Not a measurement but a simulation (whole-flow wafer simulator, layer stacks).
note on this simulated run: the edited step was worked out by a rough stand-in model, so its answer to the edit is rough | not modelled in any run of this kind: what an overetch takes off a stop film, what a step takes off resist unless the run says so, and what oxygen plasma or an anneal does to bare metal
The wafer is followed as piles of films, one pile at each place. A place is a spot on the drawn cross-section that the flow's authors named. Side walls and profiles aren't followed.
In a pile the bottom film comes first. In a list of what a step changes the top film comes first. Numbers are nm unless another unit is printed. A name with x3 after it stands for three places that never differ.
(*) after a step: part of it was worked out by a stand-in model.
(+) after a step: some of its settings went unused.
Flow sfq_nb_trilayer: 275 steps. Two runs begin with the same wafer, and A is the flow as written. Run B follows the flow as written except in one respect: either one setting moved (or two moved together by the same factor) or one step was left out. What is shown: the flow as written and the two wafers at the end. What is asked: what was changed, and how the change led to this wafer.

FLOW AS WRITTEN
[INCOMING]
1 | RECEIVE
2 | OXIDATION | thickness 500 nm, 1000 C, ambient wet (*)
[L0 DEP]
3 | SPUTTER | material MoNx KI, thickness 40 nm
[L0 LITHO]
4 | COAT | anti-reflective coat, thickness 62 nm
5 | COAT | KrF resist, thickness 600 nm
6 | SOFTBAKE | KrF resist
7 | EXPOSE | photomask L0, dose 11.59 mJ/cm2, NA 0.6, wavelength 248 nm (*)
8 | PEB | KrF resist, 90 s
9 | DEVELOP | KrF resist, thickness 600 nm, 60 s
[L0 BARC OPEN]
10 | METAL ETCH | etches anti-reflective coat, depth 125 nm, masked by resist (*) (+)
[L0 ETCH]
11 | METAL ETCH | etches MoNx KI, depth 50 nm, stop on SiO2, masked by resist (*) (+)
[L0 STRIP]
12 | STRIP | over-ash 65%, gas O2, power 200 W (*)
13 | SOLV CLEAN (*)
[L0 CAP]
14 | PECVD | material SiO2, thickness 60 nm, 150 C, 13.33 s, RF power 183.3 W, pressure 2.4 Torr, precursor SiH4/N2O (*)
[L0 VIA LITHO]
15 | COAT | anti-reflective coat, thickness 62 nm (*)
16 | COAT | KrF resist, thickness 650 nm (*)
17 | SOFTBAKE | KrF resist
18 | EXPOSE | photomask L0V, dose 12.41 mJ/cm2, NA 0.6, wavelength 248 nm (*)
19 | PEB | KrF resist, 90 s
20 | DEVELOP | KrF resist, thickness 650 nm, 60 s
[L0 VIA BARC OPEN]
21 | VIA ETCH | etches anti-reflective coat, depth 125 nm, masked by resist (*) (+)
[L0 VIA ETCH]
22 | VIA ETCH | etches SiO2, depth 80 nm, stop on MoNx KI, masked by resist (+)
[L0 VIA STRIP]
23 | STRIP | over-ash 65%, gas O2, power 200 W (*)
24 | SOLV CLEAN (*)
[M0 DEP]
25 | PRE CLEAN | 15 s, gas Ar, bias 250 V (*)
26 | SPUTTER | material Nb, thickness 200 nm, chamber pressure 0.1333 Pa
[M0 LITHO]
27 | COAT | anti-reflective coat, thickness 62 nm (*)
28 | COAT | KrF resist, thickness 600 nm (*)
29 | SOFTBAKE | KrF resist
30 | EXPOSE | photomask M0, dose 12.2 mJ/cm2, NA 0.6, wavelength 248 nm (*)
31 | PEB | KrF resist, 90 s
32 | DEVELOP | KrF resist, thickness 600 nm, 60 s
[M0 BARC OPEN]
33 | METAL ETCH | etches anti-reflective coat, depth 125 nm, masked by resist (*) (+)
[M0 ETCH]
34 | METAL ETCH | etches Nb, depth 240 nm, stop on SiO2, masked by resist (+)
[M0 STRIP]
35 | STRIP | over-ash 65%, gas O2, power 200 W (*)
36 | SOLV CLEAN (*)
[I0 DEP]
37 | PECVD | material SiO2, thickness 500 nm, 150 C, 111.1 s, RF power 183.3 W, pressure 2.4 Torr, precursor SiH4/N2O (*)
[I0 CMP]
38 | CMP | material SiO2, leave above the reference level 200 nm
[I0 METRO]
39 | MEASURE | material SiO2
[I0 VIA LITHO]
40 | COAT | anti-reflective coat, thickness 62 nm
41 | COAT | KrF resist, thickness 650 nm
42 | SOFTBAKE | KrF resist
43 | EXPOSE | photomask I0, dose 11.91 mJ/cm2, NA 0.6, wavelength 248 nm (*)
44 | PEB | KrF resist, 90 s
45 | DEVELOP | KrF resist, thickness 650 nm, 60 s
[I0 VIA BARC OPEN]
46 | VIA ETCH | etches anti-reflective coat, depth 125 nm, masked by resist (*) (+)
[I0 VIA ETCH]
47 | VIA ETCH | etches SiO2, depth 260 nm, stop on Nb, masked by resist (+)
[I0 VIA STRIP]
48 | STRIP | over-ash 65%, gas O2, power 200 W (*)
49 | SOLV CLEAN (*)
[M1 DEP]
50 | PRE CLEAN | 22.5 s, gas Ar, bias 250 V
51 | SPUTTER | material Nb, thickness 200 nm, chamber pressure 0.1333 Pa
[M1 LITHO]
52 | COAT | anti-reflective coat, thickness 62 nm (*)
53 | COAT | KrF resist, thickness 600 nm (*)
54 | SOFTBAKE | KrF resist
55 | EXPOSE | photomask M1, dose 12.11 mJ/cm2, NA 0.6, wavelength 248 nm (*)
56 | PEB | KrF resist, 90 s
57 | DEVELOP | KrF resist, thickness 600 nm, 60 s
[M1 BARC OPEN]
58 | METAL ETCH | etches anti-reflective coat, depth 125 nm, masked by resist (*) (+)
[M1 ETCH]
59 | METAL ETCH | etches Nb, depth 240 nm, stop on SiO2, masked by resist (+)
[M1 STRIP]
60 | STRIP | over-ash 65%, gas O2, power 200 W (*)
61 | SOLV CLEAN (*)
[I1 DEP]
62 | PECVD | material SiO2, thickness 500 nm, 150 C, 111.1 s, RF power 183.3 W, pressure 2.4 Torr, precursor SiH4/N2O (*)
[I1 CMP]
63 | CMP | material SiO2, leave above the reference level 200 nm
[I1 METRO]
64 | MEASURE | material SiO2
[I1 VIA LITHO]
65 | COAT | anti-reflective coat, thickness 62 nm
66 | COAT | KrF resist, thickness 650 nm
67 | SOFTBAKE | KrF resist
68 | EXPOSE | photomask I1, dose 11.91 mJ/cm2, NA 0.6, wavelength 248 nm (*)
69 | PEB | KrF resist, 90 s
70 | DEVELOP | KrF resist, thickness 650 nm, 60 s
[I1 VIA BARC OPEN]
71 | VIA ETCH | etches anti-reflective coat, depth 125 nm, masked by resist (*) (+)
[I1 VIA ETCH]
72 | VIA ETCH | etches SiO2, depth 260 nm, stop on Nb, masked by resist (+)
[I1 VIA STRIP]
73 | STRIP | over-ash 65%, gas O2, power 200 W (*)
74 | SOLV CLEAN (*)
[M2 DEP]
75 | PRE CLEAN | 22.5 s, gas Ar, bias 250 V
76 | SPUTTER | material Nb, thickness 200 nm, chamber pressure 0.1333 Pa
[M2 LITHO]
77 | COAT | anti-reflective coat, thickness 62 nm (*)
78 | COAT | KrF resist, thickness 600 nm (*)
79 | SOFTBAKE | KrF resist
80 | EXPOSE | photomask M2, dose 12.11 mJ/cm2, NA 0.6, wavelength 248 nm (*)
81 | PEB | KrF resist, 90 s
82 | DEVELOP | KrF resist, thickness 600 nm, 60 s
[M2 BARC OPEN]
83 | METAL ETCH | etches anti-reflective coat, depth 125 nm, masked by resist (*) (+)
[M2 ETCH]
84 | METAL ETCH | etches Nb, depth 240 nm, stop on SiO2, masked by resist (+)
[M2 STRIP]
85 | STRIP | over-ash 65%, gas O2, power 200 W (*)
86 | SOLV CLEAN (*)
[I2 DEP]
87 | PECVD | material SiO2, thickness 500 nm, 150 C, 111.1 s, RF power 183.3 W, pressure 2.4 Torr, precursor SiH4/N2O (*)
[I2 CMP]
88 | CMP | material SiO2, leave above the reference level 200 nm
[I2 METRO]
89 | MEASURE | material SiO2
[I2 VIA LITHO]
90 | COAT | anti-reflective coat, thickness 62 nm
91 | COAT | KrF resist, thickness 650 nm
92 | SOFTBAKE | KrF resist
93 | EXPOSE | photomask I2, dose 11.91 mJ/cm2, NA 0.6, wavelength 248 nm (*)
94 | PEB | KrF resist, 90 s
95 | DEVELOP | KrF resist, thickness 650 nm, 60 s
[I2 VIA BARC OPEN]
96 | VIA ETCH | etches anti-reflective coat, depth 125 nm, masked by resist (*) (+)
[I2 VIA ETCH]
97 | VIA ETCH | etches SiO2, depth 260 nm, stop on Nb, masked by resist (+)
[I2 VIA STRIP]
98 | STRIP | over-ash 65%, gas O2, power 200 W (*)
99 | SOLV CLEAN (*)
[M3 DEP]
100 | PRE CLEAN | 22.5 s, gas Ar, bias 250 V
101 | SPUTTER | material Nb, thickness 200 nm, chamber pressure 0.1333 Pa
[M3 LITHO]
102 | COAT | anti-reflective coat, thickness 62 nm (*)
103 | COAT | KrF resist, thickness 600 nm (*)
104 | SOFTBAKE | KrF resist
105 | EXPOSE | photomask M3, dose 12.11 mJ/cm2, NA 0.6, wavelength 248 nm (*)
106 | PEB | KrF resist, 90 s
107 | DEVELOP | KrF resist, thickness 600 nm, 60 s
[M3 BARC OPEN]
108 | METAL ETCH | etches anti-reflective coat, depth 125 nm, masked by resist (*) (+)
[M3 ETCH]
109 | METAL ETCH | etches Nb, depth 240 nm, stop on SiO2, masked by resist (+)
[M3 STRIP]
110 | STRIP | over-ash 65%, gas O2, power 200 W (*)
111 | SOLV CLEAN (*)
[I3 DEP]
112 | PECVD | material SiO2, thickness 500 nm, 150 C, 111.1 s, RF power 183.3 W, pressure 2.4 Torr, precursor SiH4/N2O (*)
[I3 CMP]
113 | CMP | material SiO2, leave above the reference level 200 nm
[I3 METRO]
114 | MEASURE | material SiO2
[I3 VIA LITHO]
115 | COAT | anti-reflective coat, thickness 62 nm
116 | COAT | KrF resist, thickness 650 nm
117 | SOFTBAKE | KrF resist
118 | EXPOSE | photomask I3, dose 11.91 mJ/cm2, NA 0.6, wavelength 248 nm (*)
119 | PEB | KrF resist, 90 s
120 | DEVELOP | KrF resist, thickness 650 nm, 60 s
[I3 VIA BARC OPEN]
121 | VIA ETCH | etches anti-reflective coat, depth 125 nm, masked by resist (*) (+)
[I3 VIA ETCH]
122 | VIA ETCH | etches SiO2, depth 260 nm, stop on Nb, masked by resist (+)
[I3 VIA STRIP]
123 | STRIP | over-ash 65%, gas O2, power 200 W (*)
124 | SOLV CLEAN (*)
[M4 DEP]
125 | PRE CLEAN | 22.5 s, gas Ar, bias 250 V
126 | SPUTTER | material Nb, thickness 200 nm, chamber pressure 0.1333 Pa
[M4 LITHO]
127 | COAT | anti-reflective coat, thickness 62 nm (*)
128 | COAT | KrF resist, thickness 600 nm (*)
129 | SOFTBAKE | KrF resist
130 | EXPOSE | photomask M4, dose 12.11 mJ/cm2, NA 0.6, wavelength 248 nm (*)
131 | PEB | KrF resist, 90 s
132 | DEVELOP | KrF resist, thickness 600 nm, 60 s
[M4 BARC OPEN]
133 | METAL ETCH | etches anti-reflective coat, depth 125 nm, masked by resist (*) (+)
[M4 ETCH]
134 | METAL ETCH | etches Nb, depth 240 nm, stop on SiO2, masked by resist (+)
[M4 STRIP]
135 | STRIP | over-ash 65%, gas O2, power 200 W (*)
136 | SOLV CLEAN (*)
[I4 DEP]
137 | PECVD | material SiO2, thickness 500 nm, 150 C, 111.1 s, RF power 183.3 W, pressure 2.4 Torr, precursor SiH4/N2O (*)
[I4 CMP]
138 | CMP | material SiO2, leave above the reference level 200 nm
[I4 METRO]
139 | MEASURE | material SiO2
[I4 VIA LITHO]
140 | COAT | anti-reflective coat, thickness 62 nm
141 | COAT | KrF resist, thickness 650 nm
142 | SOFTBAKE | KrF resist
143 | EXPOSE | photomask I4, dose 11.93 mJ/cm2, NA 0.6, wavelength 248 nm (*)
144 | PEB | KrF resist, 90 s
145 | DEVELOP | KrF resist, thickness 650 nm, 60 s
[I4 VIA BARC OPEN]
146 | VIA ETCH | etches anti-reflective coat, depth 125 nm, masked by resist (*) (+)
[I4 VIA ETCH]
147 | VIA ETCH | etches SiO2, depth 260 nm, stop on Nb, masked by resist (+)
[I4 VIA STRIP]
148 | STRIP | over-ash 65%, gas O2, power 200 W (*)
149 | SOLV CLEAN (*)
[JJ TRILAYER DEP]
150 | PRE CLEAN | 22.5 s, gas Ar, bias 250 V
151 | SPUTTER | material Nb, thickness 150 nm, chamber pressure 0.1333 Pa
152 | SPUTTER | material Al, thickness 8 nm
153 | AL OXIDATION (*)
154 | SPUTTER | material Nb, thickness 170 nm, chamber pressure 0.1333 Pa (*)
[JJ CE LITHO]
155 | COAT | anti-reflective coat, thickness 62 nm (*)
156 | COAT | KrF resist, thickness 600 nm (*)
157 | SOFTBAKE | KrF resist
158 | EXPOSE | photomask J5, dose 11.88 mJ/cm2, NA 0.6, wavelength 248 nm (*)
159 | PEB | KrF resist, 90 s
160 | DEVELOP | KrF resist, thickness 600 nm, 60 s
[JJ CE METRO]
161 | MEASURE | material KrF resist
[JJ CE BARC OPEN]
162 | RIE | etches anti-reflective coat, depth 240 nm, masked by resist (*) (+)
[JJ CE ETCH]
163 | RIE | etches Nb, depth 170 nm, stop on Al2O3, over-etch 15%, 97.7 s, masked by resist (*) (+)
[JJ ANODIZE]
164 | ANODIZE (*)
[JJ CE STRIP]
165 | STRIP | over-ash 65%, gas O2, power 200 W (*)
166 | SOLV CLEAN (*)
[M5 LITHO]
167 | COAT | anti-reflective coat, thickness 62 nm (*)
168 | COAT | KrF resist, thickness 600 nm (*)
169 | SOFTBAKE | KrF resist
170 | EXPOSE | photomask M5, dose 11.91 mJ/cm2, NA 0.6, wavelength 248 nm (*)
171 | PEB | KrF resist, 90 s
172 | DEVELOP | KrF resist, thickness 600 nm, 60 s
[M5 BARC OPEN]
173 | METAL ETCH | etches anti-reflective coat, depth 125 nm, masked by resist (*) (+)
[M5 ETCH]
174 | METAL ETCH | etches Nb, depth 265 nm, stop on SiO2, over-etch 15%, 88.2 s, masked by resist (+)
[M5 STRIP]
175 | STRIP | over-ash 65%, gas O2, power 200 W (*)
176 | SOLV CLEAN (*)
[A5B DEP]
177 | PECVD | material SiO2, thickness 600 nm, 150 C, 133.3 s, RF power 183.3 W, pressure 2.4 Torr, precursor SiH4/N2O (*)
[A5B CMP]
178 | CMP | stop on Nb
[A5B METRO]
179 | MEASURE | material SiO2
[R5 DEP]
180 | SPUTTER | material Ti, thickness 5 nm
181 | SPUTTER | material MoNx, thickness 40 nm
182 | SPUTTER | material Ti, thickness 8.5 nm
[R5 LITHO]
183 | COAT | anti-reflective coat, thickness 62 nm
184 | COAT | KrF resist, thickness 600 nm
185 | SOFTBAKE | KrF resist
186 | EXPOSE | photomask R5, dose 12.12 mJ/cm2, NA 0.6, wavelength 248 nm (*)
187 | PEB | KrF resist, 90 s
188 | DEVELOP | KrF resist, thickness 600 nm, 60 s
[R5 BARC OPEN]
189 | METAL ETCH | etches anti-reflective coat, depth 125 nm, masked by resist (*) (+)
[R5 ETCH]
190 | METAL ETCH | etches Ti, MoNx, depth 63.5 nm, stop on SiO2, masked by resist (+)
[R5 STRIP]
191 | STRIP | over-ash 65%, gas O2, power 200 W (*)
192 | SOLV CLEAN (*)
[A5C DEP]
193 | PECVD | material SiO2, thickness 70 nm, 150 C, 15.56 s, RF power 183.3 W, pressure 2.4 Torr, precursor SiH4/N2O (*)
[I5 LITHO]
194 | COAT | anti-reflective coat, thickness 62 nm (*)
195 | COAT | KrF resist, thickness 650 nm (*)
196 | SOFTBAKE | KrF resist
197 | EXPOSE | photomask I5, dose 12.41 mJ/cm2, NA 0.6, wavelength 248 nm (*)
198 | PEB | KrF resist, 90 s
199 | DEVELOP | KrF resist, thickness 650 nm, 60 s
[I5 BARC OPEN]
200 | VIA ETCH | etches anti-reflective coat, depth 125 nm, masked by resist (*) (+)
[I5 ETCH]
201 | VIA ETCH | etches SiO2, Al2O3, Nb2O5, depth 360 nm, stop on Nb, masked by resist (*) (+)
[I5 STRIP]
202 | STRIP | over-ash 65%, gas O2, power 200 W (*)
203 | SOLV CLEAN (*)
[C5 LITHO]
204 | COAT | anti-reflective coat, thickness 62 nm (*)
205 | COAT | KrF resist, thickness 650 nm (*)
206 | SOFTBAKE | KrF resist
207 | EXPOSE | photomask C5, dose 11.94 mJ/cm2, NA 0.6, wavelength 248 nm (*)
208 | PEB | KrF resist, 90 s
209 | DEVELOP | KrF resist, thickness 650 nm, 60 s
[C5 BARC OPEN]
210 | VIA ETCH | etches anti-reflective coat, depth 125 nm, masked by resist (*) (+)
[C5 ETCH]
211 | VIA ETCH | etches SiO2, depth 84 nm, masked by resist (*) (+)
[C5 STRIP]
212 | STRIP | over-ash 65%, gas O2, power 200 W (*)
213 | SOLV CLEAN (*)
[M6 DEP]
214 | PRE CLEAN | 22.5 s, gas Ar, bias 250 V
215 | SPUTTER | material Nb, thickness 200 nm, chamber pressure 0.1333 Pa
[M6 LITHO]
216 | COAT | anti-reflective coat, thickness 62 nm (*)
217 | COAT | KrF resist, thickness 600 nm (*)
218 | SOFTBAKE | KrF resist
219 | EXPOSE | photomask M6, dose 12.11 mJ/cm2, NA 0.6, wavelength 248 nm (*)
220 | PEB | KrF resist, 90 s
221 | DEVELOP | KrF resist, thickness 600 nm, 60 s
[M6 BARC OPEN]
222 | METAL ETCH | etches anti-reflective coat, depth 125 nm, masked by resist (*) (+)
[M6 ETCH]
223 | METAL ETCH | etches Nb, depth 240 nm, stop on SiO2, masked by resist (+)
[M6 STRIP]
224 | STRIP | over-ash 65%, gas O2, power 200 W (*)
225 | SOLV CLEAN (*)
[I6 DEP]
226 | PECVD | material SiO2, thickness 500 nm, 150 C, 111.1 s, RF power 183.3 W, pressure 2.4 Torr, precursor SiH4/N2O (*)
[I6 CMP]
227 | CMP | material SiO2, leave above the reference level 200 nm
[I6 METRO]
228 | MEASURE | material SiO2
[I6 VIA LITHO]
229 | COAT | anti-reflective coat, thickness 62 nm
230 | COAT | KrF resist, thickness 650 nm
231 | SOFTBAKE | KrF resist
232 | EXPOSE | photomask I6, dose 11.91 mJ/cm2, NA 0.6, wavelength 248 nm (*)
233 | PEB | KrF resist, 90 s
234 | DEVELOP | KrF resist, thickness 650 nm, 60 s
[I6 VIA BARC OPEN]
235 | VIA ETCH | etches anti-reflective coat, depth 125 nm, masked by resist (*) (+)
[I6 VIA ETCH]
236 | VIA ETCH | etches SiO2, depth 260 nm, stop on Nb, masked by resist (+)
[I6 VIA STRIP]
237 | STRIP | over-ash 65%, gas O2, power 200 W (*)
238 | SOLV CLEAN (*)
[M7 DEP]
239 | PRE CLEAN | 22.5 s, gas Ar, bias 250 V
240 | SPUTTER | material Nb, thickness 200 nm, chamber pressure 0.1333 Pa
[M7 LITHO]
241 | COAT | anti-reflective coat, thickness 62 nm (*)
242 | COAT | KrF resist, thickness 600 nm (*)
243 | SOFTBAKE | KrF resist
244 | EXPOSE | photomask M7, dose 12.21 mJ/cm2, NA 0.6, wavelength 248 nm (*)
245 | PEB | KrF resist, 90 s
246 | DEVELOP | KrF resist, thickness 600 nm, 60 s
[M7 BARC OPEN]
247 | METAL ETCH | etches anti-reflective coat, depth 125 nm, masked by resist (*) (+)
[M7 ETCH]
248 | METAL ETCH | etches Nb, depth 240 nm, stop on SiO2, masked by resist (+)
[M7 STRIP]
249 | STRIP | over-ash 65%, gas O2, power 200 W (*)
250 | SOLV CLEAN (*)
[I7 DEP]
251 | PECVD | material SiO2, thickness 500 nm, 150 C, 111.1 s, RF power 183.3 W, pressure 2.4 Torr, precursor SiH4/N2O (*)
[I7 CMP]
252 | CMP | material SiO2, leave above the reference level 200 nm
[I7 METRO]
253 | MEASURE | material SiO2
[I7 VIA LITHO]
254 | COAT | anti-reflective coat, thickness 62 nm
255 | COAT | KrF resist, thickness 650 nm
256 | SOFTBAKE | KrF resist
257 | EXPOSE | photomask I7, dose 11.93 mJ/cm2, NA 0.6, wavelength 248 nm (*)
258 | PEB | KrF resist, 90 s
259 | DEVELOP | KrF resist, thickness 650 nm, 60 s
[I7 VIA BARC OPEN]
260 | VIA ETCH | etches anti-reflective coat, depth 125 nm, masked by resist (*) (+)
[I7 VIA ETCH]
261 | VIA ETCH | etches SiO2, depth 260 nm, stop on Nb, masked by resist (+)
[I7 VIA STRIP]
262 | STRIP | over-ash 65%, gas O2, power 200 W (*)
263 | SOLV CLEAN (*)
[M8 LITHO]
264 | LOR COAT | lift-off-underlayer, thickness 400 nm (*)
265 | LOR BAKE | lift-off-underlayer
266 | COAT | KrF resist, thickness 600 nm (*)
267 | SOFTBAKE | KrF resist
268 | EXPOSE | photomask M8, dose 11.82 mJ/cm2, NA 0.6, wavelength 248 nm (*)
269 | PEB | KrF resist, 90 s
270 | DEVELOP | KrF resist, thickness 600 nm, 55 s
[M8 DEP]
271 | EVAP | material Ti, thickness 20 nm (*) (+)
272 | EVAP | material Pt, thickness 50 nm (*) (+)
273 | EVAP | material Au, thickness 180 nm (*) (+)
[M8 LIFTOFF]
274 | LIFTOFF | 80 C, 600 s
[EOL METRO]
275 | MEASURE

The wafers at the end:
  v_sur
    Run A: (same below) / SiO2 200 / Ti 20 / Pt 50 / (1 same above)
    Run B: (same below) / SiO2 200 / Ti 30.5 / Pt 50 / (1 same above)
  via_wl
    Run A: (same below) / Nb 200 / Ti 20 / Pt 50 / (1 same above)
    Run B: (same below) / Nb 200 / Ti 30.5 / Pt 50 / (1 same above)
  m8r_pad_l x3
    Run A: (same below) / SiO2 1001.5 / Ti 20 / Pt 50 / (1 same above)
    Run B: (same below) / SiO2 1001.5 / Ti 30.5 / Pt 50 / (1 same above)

The reason: step 271, EVAP: thickness 30.5 nm was run, though the flow has thickness 20 nm.
The wafer lets one read it off: v_sur has Ti 30.5, and step 271 as written asks for 20 nm.

The path from the change to this, step by step:
  271 | EVAP | material Ti, thickness 20 nm (*) (+)
      field_l, v_sur, via_wl and 103 more: A +20 Ti (new film) | B +30.5 Ti (new film)
  274 | LIFTOFF | 80 C, 600 s
      p4_fl x3, p4_w1 x9, p4_g1 x2 and 60 more: A -180 Au (all of it), -50 Pt (all of it), -20 Ti (all of it), -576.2 KrF resist (all of it), -400 lift-off-underlayer (all of it) | B -180 Au (all of it), -50 Pt (all of it), -30.5 Ti (all of it), -576.2 KrF resist (all of it), -400 lift-off-underlayer (all of it)
      c5j, ce_r: A -180 Au (all of it), -50 Pt (all of it), -20 Ti (all of it), -573.3 KrF resist (all of it), -399.3 lift-off-underlayer (all of it) | B -180 Au (all of it), -50 Pt (all of it), -30.5 Ti (all of it), -573.3 KrF resist (all of it), -399.3 lift-off-underlayer (all of it)
      (also at 19 further places)
